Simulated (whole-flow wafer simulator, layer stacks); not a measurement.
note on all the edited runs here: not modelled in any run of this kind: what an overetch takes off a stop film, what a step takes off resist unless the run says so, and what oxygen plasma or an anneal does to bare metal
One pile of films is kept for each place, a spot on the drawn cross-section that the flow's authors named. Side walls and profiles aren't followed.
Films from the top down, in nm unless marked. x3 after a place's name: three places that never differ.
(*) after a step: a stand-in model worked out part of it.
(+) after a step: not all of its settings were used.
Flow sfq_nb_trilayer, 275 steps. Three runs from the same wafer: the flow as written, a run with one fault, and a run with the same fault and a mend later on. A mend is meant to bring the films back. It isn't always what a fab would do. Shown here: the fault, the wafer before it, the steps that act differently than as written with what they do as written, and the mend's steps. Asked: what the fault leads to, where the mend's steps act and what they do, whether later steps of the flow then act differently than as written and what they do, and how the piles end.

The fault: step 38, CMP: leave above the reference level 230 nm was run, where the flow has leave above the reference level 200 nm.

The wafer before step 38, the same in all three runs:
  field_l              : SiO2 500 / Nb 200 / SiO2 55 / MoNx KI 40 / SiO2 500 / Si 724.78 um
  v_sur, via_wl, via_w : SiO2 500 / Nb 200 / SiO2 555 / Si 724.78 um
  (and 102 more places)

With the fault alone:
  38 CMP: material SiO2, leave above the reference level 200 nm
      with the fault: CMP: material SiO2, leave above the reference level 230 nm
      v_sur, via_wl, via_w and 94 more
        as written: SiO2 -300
        with the fault: SiO2 -270
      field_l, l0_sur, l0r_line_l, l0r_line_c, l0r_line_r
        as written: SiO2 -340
        with the fault: SiO2 -310
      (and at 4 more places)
  Later steps of the flow that act differently than as written (3 more steps differ only slightly, by at most 2% or 0.5 nm, whichever is larger, and aren't shown):
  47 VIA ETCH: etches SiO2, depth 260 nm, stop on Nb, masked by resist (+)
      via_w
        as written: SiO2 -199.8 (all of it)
        with the fault: SiO2 -229.8 (all of it)
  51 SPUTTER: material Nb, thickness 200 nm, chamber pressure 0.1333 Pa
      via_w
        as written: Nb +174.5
        with the fault: Nb +168.9
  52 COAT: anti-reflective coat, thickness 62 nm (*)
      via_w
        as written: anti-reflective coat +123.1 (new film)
        with the fault: anti-reflective coat +129.6 (new film)
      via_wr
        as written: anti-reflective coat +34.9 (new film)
        with the fault: anti-reflective coat +33.6 (new film)
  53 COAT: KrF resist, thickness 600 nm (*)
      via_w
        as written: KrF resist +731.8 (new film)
        with the fault: KrF resist +756.1 (new film)
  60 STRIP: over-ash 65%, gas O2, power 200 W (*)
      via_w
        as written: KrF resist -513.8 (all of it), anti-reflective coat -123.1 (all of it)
        with the fault: KrF resist -538.1 (all of it), anti-reflective coat -129.6 (all of it)
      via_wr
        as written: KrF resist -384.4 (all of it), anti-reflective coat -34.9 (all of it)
        with the fault: KrF resist -382 (all of it), anti-reflective coat -33.6 (all of it)
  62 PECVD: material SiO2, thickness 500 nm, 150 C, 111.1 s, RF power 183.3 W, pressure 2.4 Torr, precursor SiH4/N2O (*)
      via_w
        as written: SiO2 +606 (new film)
        with the fault: SiO2 +641.6 (new film)
  At the end the piles differ from the flow's by more than 2% or 0.5 nm, whichever is larger, at v_sur, via_wl, via_w and 37 more.
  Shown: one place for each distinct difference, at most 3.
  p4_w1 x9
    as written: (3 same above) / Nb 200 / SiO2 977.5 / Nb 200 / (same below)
    with the fault: (3 same above) / Nb 200 / SiO2 1007.5 / Nb 200 / (same below)
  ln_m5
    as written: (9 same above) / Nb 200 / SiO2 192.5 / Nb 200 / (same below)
    with the fault: (9 same above) / Nb 200 / SiO2 222.5 / Nb 200 / (same below)
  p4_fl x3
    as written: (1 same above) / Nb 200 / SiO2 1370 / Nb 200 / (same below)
    with the fault: (1 same above) / Nb 200 / SiO2 1400 / Nb 200 / (same below)

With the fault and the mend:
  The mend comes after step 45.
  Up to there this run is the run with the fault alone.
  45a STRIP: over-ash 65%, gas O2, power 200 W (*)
      field_l, v_sur, via_wl and 102 more
        KrF resist -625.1 (all of it), anti-reflective coat -62 (all of it)
      via_w
        anti-reflective coat -62 (all of it)
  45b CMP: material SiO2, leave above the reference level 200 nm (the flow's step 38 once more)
      field_l, v_sur, via_wl and 103 more
        SiO2 -30
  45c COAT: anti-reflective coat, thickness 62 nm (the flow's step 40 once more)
      field_l, v_sur, via_wl and 103 more
        anti-reflective coat +62 (new film)
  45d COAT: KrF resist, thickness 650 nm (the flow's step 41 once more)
      field_l, v_sur, via_wl and 103 more
        KrF resist +650 (new film)
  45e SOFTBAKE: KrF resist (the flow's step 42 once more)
      changes no film at any place that is followed
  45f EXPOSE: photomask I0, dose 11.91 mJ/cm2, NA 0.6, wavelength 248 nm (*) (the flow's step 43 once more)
      changes no film at any place that is followed
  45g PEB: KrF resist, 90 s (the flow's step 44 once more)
      field_l, v_sur, via_wl and 103 more
        KrF resist -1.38
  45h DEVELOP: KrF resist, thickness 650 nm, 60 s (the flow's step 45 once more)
      field_l, v_sur, via_wl and 102 more
        KrF resist -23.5
      via_w
        KrF resist -648.6 (all of it)
  No later step of the flow acts differently than as written at any place that is followed.
  At the end the piles are the same as the flow's at every place that both follow.
